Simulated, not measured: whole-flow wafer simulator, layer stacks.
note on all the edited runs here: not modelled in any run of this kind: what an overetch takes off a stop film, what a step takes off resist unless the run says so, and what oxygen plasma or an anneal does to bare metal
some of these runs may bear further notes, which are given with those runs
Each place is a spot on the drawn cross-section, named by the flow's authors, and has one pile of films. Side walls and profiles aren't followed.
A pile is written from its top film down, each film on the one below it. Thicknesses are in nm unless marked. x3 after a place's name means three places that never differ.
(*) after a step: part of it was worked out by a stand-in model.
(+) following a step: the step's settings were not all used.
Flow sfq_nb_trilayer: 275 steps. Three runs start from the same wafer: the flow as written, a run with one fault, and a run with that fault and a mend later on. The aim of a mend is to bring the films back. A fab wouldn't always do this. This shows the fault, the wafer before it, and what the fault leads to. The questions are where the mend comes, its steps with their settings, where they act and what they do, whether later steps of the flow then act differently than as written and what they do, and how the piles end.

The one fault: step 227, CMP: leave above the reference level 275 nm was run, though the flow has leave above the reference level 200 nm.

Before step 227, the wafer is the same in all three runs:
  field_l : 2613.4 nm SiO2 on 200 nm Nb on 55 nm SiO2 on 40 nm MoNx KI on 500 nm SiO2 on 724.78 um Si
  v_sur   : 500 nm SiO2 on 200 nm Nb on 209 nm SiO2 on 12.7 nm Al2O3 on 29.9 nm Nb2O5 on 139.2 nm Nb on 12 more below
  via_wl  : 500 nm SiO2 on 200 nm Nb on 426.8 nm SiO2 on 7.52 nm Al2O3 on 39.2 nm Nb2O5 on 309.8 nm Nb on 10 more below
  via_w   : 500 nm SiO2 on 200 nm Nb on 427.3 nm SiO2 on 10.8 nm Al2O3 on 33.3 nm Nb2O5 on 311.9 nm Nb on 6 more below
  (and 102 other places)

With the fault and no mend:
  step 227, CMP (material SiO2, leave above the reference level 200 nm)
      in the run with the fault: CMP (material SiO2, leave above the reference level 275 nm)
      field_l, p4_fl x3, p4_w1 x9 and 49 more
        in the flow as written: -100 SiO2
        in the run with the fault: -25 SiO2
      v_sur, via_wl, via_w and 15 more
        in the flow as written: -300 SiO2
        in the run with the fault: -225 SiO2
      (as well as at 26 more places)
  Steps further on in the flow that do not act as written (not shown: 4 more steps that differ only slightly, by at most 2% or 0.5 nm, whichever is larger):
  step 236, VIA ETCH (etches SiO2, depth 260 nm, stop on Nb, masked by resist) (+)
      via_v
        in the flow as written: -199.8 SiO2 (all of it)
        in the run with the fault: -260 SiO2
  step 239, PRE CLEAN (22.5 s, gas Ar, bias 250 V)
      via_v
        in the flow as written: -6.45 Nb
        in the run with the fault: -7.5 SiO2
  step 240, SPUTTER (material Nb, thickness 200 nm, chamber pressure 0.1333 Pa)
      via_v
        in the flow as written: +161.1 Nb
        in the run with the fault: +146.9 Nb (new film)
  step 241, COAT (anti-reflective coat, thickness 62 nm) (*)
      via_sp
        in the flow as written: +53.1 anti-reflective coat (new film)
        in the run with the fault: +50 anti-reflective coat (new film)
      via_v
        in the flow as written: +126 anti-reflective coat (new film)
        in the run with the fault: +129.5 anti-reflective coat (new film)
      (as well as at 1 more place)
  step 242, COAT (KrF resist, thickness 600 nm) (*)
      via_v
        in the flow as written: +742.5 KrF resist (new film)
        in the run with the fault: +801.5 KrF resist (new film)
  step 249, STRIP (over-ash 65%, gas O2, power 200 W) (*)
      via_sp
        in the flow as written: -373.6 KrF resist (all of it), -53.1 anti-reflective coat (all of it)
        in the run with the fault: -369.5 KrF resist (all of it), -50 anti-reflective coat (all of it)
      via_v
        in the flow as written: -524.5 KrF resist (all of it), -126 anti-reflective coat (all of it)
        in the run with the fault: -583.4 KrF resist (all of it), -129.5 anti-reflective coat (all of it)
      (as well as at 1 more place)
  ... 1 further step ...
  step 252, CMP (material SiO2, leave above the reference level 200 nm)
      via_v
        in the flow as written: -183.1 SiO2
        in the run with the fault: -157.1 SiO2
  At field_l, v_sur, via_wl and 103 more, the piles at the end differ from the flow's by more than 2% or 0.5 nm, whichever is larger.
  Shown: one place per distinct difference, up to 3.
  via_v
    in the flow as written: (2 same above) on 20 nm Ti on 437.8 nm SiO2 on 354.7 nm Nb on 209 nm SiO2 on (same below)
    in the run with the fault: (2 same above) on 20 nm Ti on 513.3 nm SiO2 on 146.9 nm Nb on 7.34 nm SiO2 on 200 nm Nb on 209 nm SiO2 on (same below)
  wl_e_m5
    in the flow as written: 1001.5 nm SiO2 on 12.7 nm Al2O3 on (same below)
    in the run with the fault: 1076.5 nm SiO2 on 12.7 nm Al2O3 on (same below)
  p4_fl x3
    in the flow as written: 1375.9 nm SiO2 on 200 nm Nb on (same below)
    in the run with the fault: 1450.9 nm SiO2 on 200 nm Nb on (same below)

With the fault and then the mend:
  After step 234 comes the mend.
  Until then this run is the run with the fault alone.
  step 234a, STRIP (over-ash 65%, gas O2, power 200 W) (*)
      field_l, v_sur, via_wl and 102 more
        -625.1 KrF resist (all of it), -62 anti-reflective coat (all of it)
      via_v
        -62 anti-reflective coat (all of it)
  step 234b, CMP (material SiO2, leave above the reference level 200 nm) (the flow's step 227 again)
      field_l, v_sur, via_wl and 103 more
        -75 SiO2
  step 234c, COAT (anti-reflective coat, thickness 62 nm) (the flow's step 229 again)
      field_l, v_sur, via_wl and 103 more
        +62 anti-reflective coat (new film)
  step 234d, COAT (KrF resist, thickness 650 nm) (the flow's step 230 again)
      field_l, v_sur, via_wl and 103 more
        +650 KrF resist (new film)
  step 234e, SOFTBAKE (KrF resist) (the flow's step 231 again)
      alters no film at any place that is followed
  step 234f, EXPOSE (photomask I6, dose 11.91 mJ/cm2, NA 0.6, wavelength 248 nm) (*) (the flow's step 232 again)
      alters no film at any place that is followed
  step 234g, PEB (KrF resist, 90 s) (the flow's step 233 again)
      field_l, v_sur, via_wl and 103 more
        -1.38 KrF resist
  step 234h, DEVELOP (KrF resist, thickness 650 nm, 60 s) (the flow's step 234 again)
      field_l, v_sur, via_wl and 102 more
        -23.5 KrF resist
      via_v
        -648.6 KrF resist (all of it)
  None of the later steps of the flow acts differently than as written at any place that is followed.
  By the end, the piles equal the flow's at every place that both follow.
